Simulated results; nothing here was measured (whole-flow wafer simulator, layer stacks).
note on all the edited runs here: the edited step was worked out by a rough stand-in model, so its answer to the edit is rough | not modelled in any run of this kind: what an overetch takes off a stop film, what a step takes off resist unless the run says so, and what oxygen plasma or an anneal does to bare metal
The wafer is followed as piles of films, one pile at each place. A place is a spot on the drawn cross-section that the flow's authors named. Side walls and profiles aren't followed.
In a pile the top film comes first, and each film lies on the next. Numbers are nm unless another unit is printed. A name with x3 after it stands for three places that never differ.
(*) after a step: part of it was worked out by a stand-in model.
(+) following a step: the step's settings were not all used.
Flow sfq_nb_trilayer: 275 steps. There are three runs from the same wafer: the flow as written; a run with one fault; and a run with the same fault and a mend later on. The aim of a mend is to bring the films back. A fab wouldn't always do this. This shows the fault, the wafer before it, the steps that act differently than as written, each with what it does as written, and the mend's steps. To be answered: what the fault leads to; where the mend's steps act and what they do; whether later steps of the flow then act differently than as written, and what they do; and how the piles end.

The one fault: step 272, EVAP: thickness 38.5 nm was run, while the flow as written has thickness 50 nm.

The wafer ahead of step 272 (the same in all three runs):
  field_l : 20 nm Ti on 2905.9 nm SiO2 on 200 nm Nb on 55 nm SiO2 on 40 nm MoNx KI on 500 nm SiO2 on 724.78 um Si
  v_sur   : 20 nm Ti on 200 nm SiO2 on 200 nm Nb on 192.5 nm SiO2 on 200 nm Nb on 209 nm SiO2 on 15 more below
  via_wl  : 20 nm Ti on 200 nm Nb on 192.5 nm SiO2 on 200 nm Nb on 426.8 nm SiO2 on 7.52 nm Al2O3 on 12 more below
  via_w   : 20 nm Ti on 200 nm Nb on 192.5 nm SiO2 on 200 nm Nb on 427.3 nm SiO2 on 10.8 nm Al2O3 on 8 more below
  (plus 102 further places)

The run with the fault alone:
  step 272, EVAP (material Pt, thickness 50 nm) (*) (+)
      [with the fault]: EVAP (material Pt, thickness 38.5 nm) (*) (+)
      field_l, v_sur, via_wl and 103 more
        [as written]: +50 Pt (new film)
        [with the fault]: +38.5 Pt (new film)
  Later steps of the flow acting differently than as written:
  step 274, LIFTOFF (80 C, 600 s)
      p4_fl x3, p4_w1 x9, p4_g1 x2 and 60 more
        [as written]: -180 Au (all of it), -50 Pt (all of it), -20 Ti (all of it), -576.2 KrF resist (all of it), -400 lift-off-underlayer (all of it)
        [with the fault]: -180 Au (all of it), -38.5 Pt (all of it), -20 Ti (all of it), -576.2 KrF resist (all of it), -400 lift-off-underlayer (all of it)
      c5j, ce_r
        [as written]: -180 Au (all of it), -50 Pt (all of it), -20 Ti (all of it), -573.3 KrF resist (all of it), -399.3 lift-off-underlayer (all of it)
        [with the fault]: -180 Au (all of it), -38.5 Pt (all of it), -20 Ti (all of it), -573.3 KrF resist (all of it), -399.3 lift-off-underlayer (all of it)
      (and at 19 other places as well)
  The piles end different from the flow's at field_l, v_sur, via_wl and 8 more by more than 2% or 0.5 nm, whichever is larger.
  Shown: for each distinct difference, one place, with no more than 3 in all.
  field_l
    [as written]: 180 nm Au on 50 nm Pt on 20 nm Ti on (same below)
    [with the fault]: 180 nm Au on 38.5 nm Pt on 20 nm Ti on (same below)

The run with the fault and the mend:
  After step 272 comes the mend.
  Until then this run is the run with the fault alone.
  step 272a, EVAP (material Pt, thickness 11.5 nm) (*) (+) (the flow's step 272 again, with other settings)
      field_l, v_sur, via_wl and 103 more
        +11.5 Pt
  Later steps of the flow that are run all act as written at every place that is followed.
  The piles end the same as the flow's at every place that both follow.
